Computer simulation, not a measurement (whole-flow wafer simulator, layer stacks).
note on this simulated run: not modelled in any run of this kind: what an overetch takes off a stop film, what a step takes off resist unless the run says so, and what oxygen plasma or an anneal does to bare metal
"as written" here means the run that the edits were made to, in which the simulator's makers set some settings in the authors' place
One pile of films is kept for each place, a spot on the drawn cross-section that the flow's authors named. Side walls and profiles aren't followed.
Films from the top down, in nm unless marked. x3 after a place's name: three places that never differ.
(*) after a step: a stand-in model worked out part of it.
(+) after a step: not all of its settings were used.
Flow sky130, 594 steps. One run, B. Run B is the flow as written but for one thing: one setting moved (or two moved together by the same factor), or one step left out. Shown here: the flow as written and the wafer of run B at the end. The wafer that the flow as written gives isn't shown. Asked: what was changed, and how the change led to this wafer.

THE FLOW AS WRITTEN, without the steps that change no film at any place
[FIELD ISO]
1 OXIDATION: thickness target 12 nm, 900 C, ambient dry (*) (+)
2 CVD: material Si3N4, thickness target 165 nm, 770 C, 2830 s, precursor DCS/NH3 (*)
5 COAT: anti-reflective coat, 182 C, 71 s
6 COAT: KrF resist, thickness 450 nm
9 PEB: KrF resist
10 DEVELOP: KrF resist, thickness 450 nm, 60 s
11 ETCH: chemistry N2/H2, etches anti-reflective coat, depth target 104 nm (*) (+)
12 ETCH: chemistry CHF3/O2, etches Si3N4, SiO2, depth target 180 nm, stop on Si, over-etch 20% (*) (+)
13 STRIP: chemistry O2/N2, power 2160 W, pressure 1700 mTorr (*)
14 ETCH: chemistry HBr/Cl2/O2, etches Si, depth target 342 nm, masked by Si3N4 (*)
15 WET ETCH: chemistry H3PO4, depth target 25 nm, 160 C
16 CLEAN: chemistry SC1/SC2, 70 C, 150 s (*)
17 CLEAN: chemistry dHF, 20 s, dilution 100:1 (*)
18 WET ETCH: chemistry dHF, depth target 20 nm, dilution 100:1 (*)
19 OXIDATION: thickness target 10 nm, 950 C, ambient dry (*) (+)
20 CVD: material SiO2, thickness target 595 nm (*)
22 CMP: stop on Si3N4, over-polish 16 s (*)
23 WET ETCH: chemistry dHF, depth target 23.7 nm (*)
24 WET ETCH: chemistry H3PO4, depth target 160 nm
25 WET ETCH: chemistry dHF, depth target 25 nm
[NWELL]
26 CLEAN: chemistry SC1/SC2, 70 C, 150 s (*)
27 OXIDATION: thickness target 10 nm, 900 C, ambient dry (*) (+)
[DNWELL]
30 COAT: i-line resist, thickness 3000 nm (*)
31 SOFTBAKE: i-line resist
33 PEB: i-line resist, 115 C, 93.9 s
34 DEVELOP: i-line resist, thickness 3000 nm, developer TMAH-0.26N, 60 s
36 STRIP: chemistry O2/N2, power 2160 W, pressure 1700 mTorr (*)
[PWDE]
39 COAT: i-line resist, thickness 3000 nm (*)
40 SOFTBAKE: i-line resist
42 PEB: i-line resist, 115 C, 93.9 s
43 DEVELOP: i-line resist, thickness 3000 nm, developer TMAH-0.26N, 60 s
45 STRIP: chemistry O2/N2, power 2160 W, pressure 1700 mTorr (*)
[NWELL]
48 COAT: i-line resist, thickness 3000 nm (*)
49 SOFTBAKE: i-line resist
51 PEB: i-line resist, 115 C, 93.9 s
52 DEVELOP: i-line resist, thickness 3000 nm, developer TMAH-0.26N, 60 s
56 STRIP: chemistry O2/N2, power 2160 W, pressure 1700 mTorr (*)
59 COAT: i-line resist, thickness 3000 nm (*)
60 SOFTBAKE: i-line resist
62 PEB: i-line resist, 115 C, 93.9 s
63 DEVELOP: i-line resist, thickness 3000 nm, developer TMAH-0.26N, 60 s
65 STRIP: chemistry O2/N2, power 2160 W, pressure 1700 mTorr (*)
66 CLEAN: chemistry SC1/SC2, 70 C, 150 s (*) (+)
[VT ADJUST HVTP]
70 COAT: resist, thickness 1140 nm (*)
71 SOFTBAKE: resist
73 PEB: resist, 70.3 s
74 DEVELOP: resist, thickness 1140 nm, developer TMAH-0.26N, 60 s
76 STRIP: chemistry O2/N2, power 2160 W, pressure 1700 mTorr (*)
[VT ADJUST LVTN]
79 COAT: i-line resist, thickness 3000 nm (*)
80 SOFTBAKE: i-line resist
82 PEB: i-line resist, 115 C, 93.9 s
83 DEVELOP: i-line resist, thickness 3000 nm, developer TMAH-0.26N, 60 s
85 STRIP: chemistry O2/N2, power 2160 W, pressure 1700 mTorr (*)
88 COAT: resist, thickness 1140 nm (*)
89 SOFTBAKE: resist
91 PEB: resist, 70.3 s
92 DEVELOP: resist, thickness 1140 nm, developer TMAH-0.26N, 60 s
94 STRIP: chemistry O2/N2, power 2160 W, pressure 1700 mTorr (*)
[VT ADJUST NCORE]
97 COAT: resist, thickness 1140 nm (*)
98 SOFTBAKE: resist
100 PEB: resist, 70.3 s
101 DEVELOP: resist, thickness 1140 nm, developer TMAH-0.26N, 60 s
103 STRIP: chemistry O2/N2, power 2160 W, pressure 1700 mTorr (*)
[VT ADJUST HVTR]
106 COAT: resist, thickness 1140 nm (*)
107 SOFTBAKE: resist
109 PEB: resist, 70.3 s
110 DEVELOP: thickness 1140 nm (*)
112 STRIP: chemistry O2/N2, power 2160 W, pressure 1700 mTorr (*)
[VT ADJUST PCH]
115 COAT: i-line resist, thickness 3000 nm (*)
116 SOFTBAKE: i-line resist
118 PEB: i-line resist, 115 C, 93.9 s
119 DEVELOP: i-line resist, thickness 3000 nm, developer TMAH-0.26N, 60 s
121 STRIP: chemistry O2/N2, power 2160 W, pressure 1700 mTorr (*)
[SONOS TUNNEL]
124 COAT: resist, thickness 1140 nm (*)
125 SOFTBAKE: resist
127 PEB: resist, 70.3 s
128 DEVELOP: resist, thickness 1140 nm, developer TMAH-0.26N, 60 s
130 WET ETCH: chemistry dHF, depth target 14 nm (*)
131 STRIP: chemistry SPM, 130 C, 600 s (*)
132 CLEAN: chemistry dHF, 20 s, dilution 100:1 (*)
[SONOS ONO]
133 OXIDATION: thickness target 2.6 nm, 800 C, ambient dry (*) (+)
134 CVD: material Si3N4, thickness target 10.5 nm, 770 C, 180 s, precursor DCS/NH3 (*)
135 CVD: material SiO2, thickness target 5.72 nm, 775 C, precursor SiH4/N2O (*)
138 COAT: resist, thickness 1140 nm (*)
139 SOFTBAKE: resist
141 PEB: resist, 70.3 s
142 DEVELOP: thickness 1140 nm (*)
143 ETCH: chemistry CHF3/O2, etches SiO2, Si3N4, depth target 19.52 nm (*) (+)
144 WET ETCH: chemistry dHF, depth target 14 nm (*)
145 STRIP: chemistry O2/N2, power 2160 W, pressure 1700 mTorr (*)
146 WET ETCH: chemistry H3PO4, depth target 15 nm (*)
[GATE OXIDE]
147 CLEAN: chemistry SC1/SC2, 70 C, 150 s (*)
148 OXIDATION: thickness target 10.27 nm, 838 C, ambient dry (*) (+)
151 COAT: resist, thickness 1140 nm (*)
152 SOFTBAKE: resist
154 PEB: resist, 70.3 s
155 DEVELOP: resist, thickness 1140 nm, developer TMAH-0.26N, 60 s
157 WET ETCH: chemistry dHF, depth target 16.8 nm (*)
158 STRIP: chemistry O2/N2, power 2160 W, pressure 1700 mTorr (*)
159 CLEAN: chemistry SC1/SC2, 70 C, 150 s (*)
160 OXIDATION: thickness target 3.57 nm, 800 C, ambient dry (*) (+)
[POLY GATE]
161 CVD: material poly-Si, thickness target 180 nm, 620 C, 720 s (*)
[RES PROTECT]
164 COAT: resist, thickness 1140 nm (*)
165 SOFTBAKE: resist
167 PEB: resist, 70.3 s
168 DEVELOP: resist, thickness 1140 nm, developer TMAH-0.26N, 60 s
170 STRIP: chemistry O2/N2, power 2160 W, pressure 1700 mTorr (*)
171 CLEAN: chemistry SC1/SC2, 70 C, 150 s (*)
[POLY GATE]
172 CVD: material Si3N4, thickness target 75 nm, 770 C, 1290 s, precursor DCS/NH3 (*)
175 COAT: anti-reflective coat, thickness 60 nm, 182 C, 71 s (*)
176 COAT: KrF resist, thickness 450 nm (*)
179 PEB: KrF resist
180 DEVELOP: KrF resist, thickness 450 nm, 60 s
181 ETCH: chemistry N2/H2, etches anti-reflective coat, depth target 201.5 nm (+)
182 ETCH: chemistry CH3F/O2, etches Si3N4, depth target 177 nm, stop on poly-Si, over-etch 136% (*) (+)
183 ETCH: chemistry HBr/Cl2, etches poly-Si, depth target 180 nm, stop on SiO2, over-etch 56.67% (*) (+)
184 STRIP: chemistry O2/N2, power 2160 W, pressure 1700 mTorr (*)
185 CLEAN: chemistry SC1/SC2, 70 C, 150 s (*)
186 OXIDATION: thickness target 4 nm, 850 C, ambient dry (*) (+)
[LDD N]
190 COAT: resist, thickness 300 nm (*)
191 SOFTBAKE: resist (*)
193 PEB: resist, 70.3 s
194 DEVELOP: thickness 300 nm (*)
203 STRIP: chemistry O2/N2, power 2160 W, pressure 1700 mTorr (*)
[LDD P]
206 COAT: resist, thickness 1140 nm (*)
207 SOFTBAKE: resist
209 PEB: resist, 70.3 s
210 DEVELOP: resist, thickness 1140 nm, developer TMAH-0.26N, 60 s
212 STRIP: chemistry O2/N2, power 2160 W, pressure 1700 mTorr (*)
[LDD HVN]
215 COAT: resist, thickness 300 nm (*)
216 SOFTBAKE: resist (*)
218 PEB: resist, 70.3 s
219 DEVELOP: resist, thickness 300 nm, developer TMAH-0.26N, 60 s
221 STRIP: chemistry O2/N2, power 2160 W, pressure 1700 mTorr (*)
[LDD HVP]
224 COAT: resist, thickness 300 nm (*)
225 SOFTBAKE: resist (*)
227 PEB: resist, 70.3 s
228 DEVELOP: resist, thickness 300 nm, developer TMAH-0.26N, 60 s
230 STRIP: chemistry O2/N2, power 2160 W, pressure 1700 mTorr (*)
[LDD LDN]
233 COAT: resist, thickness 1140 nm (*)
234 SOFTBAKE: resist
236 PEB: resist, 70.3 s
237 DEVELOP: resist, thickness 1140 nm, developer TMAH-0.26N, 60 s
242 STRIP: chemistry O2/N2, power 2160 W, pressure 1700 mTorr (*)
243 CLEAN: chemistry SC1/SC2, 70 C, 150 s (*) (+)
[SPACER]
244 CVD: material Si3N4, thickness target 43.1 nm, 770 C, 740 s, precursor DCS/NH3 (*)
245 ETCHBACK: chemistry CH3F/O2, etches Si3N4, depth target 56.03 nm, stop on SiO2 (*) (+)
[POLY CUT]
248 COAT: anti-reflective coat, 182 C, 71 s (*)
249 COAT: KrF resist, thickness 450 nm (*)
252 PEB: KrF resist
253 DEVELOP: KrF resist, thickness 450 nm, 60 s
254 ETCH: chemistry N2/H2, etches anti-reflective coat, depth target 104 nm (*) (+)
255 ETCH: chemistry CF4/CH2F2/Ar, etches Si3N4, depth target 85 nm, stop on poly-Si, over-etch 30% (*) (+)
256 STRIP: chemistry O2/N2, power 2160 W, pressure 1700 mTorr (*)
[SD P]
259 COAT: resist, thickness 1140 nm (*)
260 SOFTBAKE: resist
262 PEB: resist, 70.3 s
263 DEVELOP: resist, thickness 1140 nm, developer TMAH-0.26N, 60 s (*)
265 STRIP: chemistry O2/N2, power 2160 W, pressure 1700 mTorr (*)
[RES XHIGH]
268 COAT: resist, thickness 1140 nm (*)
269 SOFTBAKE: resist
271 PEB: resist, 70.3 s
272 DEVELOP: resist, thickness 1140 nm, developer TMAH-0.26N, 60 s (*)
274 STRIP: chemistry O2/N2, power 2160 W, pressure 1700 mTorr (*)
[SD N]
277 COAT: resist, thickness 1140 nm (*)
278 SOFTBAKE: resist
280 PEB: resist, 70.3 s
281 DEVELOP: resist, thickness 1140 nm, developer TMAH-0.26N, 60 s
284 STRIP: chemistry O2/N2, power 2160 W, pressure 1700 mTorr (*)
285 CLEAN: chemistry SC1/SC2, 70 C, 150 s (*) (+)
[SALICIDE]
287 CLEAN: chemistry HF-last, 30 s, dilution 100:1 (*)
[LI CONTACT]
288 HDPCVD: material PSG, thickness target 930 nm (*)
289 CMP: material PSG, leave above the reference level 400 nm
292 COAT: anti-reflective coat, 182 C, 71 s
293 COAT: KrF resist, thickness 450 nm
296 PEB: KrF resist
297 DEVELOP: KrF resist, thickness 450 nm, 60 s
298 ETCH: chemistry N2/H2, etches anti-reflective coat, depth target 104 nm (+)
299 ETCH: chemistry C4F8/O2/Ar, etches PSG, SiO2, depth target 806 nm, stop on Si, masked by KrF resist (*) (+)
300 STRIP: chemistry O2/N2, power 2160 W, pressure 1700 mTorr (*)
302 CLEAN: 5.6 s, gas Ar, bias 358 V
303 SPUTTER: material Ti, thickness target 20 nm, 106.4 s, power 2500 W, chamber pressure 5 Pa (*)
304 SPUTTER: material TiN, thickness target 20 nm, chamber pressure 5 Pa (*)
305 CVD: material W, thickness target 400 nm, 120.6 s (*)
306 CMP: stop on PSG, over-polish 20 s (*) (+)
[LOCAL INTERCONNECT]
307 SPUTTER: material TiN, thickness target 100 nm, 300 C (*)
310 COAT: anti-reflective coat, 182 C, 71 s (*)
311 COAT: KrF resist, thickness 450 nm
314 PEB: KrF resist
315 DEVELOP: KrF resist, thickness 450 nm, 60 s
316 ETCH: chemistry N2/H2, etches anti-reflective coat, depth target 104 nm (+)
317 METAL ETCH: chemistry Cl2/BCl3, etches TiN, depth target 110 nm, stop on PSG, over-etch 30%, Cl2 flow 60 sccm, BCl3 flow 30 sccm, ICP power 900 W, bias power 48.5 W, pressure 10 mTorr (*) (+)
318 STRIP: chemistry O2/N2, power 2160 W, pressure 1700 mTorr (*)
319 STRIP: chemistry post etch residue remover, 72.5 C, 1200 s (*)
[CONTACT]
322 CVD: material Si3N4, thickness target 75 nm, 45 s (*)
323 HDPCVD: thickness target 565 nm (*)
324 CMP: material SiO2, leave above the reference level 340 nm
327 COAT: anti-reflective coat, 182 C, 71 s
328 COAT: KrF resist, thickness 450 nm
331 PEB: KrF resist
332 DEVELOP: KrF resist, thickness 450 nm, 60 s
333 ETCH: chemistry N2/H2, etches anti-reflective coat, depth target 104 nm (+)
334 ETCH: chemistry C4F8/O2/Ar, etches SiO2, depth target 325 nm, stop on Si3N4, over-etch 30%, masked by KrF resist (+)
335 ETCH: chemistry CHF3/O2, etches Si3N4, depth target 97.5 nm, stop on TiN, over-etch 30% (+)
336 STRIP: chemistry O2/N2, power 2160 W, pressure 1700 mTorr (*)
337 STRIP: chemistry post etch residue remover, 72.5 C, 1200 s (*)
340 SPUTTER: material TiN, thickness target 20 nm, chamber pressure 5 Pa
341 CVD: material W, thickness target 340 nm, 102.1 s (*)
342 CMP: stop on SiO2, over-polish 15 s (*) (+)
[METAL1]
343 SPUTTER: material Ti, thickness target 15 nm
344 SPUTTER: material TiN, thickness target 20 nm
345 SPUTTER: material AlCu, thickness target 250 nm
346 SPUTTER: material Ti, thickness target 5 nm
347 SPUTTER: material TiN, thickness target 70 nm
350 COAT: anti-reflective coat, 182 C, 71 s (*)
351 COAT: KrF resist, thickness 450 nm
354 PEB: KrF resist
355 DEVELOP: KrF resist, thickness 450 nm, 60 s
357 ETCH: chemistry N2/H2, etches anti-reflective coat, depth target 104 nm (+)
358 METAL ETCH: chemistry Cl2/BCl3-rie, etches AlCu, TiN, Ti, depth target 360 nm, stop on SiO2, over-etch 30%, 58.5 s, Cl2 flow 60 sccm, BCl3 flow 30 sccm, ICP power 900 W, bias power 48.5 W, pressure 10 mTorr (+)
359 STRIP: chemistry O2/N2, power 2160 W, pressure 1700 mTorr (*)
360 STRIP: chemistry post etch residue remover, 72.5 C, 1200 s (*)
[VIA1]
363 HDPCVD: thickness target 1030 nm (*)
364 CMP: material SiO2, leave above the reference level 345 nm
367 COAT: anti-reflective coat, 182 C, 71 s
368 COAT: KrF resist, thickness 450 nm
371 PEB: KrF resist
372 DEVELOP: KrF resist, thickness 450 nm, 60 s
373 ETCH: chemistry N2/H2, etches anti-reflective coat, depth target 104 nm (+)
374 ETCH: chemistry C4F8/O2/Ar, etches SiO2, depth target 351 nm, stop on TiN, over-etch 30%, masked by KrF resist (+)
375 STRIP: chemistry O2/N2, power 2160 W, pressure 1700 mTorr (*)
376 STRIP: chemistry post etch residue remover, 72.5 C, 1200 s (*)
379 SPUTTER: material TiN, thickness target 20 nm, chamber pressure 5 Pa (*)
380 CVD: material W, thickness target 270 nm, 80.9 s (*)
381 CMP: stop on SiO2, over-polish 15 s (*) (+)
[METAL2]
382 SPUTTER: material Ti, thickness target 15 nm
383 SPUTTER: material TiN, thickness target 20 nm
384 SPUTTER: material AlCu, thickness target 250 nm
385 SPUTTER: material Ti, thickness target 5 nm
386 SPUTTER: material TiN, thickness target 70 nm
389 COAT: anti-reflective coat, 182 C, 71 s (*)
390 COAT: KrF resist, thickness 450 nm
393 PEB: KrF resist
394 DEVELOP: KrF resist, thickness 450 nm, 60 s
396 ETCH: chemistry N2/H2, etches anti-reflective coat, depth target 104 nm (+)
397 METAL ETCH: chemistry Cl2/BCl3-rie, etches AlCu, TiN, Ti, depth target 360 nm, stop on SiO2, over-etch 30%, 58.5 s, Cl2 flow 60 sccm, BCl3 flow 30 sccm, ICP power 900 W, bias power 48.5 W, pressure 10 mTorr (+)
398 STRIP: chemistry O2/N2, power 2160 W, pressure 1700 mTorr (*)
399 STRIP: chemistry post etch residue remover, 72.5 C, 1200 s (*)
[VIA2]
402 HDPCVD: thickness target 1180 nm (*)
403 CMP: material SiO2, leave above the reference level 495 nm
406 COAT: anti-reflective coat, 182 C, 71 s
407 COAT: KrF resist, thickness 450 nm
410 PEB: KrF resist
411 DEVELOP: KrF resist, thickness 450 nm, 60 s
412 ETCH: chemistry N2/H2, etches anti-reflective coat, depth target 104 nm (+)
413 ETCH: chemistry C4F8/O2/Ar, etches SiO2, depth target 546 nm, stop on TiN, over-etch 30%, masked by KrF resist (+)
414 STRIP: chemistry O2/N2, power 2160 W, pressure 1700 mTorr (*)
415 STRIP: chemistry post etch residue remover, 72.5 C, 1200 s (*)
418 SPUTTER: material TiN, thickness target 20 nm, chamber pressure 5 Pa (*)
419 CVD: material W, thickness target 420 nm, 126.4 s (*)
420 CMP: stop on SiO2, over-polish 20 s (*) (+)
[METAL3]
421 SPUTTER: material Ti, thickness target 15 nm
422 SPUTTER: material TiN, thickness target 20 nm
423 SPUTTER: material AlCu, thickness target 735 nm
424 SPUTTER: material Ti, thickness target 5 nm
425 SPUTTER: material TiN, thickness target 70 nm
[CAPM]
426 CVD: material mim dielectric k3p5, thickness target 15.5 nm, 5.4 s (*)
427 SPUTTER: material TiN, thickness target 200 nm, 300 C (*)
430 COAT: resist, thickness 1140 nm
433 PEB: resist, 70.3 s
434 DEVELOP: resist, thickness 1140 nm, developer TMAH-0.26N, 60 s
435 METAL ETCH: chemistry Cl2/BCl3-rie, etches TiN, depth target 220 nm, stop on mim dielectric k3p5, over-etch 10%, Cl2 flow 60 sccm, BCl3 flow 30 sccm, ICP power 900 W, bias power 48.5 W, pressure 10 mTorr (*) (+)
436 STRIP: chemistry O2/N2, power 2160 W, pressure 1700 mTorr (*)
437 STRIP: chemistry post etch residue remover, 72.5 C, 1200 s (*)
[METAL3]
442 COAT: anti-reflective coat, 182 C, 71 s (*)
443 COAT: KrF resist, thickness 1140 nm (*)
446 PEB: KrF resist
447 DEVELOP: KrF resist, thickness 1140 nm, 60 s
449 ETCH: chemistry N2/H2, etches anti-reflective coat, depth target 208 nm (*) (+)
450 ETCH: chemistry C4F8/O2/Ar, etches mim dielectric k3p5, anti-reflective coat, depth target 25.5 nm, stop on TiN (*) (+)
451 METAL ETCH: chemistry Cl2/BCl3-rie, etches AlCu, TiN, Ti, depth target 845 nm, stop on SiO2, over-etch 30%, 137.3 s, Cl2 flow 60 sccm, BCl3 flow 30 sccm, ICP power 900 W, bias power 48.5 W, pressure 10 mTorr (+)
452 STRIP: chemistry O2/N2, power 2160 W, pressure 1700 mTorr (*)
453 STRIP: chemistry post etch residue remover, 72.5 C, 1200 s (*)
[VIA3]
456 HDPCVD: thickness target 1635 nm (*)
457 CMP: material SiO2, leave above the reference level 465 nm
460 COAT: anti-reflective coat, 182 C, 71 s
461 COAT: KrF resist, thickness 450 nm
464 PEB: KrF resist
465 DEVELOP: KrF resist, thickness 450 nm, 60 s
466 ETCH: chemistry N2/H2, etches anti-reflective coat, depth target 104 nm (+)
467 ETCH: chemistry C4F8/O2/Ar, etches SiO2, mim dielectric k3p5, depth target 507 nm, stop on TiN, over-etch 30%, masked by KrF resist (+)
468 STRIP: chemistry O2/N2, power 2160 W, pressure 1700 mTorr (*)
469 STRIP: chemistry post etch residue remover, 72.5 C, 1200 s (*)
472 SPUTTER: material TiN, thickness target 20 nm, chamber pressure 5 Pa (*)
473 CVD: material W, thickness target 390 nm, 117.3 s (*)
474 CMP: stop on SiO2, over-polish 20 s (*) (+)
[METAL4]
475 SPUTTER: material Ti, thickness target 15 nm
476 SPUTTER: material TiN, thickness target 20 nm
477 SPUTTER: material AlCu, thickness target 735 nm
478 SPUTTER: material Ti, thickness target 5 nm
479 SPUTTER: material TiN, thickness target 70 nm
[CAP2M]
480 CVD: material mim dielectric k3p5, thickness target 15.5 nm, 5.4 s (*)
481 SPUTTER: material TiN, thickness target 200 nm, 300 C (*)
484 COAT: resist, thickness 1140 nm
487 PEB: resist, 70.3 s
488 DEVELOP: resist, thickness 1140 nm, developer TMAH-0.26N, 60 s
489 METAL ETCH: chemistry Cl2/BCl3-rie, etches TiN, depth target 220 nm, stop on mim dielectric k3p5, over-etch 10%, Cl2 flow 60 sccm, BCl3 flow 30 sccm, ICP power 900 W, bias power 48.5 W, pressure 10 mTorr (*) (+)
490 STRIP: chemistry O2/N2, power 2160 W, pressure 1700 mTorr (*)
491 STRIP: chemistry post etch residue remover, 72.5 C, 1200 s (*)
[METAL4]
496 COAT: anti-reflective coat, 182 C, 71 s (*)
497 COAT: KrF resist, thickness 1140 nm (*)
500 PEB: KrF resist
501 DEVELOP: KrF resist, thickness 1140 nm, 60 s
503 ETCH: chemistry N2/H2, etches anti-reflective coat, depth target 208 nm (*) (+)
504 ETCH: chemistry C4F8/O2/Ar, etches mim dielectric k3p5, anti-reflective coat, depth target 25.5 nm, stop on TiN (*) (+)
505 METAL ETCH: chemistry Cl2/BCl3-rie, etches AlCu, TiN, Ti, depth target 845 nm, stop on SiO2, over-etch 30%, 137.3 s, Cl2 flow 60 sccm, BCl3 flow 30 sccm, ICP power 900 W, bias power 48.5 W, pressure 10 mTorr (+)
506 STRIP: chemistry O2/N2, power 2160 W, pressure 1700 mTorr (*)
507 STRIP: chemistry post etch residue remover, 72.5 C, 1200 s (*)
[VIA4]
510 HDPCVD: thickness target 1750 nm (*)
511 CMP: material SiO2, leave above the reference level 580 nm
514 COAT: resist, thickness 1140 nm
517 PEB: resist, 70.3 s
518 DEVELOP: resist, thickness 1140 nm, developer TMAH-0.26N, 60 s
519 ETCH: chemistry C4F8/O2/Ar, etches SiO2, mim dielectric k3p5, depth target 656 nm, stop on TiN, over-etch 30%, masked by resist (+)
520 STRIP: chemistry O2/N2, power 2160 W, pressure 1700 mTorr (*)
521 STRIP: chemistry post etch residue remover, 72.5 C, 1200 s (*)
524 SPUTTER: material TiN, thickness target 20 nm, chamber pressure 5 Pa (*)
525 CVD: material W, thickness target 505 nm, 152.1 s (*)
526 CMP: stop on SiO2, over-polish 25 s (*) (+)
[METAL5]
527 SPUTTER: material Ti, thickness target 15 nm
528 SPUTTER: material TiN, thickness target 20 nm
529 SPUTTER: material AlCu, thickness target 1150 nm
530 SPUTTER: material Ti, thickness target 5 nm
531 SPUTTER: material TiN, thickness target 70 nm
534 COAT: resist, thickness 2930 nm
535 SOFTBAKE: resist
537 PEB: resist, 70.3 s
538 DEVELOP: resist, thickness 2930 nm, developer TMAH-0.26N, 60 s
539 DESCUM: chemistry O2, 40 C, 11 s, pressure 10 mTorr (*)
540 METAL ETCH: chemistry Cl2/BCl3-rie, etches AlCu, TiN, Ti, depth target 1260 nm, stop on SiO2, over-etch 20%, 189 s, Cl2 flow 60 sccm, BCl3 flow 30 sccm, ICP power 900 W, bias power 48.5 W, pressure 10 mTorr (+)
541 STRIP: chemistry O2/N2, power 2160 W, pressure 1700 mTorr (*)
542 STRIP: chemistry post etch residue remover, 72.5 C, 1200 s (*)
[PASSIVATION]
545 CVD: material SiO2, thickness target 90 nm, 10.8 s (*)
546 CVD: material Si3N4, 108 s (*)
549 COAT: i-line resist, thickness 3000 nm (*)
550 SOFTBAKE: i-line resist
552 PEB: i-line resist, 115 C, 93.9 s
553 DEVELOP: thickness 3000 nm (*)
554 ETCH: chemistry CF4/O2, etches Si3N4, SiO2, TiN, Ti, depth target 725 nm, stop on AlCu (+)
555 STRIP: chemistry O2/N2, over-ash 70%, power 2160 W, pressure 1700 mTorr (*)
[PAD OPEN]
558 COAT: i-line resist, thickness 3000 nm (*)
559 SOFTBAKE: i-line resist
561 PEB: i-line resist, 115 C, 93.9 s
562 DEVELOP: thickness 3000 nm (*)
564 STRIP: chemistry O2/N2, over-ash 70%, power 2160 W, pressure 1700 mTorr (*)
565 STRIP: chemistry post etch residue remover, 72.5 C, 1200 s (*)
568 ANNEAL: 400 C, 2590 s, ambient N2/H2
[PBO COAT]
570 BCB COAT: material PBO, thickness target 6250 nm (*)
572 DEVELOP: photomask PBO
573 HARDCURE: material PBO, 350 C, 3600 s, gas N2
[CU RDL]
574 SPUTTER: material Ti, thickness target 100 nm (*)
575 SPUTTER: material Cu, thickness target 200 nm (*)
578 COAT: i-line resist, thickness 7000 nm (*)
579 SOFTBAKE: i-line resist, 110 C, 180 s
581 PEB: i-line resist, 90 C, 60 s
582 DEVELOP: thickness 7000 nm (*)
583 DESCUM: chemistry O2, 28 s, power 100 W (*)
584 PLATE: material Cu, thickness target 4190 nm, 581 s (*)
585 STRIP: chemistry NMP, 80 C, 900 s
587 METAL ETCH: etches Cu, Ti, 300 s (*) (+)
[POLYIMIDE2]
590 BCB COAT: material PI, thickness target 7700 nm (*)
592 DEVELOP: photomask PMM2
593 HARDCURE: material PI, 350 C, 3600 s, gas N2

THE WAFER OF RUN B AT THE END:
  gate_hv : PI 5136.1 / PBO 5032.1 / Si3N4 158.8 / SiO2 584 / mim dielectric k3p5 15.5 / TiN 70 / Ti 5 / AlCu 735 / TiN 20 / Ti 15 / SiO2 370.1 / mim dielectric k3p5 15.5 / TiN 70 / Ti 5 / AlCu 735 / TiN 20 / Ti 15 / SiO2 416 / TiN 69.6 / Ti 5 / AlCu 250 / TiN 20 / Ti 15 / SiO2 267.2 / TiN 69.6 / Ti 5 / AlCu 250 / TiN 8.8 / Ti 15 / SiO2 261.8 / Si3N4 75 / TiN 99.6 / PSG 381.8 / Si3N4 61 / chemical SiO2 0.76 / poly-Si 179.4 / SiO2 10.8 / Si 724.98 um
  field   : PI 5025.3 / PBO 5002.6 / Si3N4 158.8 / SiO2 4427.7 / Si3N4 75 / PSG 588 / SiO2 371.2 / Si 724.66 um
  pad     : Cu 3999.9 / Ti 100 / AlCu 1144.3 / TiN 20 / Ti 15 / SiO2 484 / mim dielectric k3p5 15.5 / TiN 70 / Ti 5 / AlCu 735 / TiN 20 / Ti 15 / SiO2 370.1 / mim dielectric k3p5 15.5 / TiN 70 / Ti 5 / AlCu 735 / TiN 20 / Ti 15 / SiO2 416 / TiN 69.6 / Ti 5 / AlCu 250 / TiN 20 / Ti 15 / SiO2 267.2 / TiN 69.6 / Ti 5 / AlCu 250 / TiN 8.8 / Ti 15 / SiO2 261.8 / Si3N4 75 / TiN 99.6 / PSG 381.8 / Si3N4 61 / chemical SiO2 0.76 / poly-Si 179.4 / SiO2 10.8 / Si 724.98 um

The cause: step 344, SPUTTER: thickness target 8.8 nm was run, where the flow has thickness target 20 nm.
It can be read off the wafer: gate_hv has TiN 8.8, and step 344 as written asks for 20 nm.

How the change led to this, step by step:
  344 SPUTTER: material TiN, thickness target 20 nm
      field, active, n_well and 188 more: TiN +8.8 (new film) (as written it would be: TiN +20 (new film))
  358 METAL ETCH: chemistry Cl2/BCl3-rie, etches AlCu, TiN, Ti, depth target 360 nm, stop on SiO2, over-etch 30%, 58.5 s, Cl2 flow 60 sccm, BCl3 flow 30 sccm, ICP power 900 W, bias power 48.5 W, pressure 10 mTorr (+)
      field, active, gate and 81 more: TiN -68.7 (all of it), Ti -5 (all of it), AlCu -250 (all of it), TiN -8.8 (all of it), Ti -15 (all of it), SiO2 -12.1 (as written it would be: TiN -68.7 (all of it), Ti -5 (all of it), AlCu -250 (all of it), TiN -20 (all of it), Ti -15 (all of it), SiO2 -10.9)
  364 CMP: material SiO2, leave above the reference level 345 nm
      field, active, gate and 81 more: SiO2 -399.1 (as written it would be: SiO2 -389.1)
